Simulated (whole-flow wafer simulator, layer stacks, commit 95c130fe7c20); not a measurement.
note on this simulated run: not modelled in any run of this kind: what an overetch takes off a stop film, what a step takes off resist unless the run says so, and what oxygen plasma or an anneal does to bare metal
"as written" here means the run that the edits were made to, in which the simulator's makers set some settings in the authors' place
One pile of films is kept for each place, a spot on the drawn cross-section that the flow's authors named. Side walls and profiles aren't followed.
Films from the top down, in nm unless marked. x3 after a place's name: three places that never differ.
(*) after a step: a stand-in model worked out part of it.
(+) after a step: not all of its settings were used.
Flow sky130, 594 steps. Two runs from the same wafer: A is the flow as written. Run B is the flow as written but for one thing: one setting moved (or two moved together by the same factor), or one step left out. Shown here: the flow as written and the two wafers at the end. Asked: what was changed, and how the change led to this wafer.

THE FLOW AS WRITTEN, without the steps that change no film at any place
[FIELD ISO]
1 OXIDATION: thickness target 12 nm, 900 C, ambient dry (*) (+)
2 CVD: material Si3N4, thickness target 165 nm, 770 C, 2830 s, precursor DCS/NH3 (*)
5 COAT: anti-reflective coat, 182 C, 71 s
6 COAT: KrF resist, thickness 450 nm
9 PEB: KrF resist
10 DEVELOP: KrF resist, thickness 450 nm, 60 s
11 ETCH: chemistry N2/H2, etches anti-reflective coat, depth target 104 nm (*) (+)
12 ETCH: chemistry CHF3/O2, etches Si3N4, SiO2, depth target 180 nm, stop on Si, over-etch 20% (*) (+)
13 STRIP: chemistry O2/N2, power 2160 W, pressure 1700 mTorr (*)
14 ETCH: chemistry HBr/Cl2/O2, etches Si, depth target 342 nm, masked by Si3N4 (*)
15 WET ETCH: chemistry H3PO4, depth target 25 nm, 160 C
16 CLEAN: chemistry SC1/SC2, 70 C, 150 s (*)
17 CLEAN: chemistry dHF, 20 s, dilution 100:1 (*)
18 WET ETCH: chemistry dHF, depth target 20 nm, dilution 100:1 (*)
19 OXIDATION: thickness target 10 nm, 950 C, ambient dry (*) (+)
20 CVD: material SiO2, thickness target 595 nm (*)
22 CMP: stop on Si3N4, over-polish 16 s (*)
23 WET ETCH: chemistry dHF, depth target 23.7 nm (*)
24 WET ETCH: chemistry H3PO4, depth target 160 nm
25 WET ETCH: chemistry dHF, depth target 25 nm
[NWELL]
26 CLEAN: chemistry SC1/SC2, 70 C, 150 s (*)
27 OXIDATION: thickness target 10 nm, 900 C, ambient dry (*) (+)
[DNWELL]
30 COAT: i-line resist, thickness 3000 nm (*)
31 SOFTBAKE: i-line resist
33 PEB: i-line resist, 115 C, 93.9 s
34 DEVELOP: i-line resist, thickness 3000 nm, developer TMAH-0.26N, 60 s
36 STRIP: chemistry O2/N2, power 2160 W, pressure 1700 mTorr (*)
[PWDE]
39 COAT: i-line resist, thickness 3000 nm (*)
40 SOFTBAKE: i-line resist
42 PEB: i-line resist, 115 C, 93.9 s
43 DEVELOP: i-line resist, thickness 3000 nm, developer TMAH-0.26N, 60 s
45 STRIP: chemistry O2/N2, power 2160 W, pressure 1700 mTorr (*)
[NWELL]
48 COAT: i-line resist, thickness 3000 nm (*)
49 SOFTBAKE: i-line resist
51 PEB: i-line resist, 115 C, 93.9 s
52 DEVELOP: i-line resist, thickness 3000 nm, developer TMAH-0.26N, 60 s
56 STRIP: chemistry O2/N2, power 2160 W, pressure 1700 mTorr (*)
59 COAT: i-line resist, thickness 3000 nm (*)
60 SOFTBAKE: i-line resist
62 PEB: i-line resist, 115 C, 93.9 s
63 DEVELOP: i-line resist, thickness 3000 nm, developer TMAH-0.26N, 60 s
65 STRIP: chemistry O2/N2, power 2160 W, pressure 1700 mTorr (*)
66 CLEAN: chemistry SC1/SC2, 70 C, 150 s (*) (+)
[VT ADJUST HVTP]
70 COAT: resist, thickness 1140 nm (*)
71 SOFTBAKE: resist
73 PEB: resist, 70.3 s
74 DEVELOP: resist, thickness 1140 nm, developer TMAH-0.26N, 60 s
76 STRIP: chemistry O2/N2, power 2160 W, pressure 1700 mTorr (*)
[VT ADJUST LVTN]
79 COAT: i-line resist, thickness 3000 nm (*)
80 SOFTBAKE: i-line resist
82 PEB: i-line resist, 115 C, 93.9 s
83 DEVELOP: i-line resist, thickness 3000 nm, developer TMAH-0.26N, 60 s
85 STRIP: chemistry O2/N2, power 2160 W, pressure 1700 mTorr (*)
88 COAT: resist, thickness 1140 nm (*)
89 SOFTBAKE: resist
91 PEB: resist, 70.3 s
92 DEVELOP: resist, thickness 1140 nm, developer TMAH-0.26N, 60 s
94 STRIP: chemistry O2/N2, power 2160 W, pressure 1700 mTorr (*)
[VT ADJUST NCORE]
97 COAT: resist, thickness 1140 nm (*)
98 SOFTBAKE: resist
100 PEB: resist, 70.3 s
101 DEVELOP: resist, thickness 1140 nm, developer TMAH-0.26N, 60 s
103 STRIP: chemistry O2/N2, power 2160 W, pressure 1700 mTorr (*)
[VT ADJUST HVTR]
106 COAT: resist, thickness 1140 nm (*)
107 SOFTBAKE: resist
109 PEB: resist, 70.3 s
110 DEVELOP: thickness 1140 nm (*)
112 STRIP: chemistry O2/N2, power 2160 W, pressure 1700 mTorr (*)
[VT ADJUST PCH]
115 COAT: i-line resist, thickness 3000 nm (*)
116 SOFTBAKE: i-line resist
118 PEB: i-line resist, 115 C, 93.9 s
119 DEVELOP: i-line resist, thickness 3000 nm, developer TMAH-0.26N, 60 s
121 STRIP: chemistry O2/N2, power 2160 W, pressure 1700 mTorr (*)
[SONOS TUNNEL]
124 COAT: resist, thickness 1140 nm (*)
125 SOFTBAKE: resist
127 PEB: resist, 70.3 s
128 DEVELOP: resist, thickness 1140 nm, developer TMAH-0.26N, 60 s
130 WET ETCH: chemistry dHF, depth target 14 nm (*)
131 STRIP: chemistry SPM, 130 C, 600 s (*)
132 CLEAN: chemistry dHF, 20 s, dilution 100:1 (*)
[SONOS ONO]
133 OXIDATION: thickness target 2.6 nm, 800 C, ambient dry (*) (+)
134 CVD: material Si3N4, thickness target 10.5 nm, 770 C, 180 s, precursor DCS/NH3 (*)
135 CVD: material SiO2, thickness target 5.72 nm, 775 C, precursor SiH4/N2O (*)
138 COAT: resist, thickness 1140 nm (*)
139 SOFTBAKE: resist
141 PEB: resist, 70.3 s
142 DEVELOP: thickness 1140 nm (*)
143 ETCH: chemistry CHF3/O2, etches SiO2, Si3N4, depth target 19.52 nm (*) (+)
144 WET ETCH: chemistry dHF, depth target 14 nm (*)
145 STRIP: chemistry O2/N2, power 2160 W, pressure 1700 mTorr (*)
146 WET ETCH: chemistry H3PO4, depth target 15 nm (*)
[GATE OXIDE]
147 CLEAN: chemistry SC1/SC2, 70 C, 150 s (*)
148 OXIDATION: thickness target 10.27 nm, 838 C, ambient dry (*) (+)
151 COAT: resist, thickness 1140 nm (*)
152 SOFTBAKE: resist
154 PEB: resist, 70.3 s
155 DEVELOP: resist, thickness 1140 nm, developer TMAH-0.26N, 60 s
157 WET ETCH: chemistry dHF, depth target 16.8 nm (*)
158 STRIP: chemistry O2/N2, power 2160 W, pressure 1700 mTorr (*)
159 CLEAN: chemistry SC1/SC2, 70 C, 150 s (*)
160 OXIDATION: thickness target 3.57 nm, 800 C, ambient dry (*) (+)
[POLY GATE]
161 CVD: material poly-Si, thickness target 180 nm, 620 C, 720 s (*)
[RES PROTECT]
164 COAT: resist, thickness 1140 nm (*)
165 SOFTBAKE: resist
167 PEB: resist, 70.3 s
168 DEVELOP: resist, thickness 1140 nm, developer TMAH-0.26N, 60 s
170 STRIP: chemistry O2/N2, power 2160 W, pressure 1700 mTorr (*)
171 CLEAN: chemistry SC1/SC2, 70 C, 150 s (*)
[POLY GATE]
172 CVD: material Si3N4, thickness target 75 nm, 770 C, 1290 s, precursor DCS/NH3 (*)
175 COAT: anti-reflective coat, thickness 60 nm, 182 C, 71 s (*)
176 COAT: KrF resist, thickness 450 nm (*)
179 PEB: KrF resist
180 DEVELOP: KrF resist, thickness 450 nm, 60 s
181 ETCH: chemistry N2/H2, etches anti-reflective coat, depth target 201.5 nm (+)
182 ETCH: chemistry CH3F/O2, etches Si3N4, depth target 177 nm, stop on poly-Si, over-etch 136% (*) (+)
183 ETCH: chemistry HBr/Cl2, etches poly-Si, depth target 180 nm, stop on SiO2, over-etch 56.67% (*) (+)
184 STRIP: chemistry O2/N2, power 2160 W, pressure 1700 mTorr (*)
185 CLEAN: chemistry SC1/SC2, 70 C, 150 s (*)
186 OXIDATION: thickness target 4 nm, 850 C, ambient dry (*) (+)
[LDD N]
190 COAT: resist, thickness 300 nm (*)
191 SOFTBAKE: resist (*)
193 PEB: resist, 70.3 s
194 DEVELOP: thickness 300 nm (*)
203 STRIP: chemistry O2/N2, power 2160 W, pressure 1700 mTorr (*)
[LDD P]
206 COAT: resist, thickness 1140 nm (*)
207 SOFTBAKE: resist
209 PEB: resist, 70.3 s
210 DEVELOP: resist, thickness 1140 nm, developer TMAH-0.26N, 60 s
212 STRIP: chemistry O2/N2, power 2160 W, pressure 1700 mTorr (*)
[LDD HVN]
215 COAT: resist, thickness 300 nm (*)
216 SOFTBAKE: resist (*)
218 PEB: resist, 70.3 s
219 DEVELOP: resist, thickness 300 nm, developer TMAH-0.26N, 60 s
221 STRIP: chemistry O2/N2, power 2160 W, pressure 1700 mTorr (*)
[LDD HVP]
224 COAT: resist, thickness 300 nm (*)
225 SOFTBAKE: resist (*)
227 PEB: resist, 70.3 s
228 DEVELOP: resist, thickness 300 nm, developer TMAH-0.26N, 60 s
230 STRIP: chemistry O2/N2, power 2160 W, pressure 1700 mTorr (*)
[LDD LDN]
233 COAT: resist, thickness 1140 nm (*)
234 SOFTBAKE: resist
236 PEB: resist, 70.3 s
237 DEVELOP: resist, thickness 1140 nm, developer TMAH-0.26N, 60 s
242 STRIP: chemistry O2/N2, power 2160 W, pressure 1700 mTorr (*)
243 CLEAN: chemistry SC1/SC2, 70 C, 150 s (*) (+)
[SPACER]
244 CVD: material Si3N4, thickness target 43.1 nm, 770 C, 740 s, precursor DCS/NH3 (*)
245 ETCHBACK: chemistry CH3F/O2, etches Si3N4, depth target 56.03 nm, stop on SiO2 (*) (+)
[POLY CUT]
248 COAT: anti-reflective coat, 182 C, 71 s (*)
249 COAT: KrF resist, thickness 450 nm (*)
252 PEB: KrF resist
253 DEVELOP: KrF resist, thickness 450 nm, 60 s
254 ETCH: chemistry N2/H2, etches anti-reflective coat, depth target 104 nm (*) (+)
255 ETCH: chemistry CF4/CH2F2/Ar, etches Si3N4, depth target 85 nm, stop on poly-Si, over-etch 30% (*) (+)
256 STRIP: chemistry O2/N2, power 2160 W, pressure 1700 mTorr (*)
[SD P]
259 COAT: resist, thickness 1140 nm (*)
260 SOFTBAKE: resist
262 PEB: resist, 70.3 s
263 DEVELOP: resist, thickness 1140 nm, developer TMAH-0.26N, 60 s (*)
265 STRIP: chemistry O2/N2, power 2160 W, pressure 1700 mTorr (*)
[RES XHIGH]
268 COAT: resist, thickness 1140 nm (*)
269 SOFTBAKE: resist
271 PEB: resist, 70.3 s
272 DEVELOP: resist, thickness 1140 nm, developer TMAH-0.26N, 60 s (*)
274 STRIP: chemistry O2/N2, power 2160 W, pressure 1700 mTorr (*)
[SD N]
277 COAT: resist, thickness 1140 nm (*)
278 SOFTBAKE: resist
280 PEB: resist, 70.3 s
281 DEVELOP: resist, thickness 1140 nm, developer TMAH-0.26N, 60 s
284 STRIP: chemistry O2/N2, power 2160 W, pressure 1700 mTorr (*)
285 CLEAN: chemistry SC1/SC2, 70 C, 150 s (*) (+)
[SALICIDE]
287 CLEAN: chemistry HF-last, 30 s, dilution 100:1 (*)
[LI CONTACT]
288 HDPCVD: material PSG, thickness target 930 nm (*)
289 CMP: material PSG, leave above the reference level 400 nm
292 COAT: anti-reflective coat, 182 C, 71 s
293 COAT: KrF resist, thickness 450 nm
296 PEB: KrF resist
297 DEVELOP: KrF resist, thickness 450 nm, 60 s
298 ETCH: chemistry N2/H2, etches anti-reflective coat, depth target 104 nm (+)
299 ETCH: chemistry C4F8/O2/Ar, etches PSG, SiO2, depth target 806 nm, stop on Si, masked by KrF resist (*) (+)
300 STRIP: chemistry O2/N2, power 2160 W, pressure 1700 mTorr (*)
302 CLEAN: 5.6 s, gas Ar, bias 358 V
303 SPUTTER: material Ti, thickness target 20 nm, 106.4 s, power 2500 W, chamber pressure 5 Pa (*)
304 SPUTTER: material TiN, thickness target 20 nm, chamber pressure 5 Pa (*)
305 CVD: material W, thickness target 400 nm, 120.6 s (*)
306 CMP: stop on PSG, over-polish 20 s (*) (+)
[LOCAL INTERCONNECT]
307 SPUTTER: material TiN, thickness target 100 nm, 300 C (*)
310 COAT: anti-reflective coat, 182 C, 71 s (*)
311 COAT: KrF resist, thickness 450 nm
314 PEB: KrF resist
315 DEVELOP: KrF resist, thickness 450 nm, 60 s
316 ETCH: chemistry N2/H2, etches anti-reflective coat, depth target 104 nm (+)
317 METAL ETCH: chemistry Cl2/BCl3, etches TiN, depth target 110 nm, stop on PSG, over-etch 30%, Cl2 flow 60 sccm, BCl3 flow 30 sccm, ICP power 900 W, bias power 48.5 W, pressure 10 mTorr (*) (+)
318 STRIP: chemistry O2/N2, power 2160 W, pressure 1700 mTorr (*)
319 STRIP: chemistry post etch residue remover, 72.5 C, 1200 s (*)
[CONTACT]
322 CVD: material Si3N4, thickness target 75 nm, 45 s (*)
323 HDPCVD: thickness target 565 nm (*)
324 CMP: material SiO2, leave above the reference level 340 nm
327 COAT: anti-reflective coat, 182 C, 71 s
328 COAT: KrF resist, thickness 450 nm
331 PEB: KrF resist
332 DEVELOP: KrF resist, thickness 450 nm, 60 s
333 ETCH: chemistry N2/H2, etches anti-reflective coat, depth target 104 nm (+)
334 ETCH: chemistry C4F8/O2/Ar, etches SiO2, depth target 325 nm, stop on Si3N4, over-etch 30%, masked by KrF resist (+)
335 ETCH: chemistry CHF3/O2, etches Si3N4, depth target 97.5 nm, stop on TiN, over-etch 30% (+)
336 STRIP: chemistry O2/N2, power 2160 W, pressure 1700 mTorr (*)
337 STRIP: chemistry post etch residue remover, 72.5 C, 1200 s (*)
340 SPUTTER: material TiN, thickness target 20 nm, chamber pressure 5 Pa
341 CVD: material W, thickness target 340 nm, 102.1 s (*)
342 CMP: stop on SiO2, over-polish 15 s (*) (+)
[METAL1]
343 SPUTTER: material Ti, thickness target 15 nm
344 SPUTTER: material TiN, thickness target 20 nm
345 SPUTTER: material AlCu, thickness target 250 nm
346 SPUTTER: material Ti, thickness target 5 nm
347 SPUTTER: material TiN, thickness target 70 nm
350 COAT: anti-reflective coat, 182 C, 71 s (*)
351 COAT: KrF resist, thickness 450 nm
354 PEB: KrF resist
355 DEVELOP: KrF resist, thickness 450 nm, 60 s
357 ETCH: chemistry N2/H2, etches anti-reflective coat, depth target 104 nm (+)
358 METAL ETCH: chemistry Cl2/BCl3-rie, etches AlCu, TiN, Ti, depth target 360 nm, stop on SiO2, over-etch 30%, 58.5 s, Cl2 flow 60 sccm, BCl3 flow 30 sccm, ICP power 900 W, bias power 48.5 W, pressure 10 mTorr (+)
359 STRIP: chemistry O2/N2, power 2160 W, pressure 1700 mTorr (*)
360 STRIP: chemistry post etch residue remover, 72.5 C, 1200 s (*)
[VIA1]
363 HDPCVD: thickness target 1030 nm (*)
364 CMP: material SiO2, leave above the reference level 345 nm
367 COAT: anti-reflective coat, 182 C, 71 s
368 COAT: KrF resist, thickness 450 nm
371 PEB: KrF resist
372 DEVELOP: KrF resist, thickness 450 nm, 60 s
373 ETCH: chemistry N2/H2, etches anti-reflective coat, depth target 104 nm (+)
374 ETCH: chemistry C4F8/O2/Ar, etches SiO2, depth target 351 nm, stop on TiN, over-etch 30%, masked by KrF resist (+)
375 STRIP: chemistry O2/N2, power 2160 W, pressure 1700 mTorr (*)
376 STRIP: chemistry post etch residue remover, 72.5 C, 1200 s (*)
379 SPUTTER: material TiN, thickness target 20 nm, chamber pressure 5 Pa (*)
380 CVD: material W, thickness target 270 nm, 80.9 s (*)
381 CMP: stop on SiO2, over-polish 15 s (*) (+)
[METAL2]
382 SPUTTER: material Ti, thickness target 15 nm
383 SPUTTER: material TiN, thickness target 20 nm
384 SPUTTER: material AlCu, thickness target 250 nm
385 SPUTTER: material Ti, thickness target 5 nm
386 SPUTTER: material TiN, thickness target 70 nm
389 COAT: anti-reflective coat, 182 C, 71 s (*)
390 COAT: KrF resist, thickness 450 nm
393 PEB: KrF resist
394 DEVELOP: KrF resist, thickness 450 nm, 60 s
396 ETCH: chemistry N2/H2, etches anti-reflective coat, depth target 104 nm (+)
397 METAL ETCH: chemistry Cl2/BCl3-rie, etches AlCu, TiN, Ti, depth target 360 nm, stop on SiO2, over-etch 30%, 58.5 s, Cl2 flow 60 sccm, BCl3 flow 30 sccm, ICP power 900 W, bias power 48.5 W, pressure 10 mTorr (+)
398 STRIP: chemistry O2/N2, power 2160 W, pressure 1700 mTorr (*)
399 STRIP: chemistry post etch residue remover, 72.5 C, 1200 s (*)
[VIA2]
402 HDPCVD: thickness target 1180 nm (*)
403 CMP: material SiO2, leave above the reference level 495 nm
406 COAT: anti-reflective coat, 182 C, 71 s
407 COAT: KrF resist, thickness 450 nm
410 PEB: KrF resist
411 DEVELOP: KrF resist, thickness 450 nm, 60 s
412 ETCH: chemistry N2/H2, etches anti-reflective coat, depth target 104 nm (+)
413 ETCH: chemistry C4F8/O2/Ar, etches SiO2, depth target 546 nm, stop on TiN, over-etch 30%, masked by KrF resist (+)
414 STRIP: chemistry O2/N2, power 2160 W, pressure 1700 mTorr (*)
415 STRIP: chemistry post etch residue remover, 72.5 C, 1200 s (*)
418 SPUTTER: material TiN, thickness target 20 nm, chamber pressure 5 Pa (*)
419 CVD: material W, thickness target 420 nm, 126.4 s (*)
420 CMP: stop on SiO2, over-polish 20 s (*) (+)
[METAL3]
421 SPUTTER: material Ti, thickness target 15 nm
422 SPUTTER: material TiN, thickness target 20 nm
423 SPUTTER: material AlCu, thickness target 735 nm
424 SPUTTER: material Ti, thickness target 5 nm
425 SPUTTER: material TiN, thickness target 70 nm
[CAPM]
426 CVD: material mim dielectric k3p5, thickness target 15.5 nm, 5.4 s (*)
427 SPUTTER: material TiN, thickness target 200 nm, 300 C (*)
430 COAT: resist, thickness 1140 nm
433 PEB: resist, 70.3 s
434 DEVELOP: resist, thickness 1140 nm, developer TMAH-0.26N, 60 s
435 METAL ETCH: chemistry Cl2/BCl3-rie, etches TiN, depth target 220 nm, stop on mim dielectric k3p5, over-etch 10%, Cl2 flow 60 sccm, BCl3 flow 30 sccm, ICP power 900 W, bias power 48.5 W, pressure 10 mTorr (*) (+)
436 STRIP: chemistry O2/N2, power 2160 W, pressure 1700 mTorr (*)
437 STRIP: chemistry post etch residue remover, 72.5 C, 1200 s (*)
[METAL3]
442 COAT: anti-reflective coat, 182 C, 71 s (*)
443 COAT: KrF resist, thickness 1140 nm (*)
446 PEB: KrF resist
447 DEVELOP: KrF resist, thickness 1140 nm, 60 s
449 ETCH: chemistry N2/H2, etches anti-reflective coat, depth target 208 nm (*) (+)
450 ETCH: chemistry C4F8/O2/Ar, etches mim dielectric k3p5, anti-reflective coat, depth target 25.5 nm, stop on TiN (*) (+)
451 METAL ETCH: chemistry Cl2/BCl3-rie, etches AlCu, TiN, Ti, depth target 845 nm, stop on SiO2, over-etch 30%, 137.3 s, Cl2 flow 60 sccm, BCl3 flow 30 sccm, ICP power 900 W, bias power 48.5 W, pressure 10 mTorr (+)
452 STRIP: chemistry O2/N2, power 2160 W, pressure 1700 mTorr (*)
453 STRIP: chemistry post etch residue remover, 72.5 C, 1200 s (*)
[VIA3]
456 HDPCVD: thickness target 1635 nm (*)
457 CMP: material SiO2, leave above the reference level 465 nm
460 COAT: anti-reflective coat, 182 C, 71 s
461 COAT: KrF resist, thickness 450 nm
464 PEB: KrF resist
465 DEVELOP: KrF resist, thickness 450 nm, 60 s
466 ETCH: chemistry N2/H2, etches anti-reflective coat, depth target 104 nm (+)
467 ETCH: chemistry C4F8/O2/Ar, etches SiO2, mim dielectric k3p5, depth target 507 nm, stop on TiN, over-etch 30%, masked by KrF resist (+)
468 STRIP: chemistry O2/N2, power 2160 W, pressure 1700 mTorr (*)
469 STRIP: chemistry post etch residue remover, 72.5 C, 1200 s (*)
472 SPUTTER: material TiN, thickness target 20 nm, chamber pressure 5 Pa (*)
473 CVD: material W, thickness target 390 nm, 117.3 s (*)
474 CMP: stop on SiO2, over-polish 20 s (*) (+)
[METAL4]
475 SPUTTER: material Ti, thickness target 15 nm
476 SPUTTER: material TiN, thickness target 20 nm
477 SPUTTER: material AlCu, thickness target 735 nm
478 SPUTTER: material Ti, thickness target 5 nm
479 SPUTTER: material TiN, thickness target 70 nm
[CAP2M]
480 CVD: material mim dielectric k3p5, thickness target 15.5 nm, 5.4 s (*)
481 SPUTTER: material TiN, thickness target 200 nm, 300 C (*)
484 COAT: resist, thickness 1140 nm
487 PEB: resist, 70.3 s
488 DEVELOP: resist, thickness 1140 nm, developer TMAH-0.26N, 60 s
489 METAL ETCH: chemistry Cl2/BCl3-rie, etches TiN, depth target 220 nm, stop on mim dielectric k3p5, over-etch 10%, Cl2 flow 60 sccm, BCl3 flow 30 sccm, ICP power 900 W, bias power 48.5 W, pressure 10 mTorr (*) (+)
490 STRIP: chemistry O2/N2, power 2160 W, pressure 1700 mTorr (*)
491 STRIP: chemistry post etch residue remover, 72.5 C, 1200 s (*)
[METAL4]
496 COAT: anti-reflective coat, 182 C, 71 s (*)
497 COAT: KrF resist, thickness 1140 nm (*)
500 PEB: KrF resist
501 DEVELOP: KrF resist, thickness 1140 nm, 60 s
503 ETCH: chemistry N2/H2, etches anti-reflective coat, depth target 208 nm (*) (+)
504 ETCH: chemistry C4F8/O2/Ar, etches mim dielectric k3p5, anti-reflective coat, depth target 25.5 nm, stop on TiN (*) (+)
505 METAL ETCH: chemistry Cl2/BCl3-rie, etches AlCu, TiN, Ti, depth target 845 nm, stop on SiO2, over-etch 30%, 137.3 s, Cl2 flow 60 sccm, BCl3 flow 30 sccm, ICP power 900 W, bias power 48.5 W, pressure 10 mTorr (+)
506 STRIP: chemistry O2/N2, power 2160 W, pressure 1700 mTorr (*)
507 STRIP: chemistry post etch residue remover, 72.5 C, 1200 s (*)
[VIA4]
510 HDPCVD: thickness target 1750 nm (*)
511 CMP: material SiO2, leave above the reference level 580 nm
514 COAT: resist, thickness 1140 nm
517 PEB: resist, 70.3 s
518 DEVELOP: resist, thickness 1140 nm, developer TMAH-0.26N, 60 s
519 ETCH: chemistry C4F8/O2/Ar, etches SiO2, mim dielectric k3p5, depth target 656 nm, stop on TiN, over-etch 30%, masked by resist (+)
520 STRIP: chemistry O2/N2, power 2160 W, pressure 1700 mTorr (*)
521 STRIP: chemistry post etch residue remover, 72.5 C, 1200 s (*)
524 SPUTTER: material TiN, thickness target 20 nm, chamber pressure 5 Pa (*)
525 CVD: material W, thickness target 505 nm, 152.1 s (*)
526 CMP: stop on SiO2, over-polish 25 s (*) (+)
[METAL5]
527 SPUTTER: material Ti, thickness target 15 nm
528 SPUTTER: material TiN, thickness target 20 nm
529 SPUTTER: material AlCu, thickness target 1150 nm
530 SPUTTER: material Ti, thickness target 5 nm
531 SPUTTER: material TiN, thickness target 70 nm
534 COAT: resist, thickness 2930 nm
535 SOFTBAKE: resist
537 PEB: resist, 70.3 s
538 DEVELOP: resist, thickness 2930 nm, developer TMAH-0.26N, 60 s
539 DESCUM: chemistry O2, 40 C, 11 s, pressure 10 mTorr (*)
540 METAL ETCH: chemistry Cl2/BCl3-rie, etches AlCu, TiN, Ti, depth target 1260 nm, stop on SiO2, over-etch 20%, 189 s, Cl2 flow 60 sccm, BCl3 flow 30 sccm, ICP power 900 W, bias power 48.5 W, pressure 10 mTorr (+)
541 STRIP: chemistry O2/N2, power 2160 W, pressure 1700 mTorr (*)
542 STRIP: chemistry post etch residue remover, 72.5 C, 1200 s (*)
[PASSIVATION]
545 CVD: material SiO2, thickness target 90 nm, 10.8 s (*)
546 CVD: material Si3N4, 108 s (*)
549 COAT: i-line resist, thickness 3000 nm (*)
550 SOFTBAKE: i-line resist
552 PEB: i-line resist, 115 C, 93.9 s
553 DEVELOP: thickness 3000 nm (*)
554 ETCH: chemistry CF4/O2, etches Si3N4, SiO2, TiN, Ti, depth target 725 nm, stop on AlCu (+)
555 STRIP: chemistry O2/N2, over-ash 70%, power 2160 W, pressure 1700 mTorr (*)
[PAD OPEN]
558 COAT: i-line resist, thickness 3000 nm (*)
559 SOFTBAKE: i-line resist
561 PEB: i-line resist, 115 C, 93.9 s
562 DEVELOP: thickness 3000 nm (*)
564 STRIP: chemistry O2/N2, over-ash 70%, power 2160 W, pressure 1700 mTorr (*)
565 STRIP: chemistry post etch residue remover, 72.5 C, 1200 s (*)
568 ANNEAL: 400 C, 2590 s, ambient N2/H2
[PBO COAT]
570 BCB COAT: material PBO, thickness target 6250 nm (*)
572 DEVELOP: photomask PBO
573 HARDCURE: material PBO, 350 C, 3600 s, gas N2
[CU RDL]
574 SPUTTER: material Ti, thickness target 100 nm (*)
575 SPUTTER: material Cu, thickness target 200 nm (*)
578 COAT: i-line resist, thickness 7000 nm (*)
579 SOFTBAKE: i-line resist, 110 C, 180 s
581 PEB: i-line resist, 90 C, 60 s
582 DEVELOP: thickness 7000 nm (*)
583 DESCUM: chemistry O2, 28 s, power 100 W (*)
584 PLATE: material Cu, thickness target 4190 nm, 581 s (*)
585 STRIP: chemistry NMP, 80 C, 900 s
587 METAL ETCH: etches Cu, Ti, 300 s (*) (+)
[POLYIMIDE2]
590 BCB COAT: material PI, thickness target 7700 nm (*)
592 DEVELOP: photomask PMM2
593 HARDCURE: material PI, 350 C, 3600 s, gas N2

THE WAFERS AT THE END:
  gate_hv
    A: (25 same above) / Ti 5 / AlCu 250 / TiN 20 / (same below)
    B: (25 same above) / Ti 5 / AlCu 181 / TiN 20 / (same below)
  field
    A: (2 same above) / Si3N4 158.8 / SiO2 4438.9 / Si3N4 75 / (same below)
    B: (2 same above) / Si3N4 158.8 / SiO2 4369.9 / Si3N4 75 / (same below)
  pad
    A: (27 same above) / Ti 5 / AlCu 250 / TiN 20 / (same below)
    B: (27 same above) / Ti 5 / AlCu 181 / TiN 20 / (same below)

The cause: step 345, SPUTTER: thickness target 181 nm was run, where the flow has thickness target 250 nm.
It can be read off the wafer: gate_hv has AlCu 181, and step 345 as written asks for 250 nm.

How the change led to this, step by step:
  345 SPUTTER: material AlCu, thickness target 250 nm
      field, active, n_well and 188 more: A AlCu +250 (new film) | B AlCu +181 (new film)
  358 METAL ETCH: chemistry Cl2/BCl3-rie, etches AlCu, TiN, Ti, depth target 360 nm, stop on SiO2, over-etch 30%, 58.5 s, Cl2 flow 60 sccm, BCl3 flow 30 sccm, ICP power 900 W, bias power 48.5 W, pressure 10 mTorr (+)
      field, active, gate and 81 more: A TiN -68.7 (all of it), Ti -5 (all of it), AlCu -250 (all of it), TiN -20 (all of it), Ti -15 (all of it), SiO2 -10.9 | B TiN -68.7 (all of it), Ti -5 (all of it), AlCu -181 (all of it), TiN -20 (all of it), Ti -15 (all of it), SiO2 -17.8
  364 CMP: material SiO2, leave above the reference level 345 nm
      field, active, gate and 81 more: A SiO2 -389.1 | B SiO2 -451.2
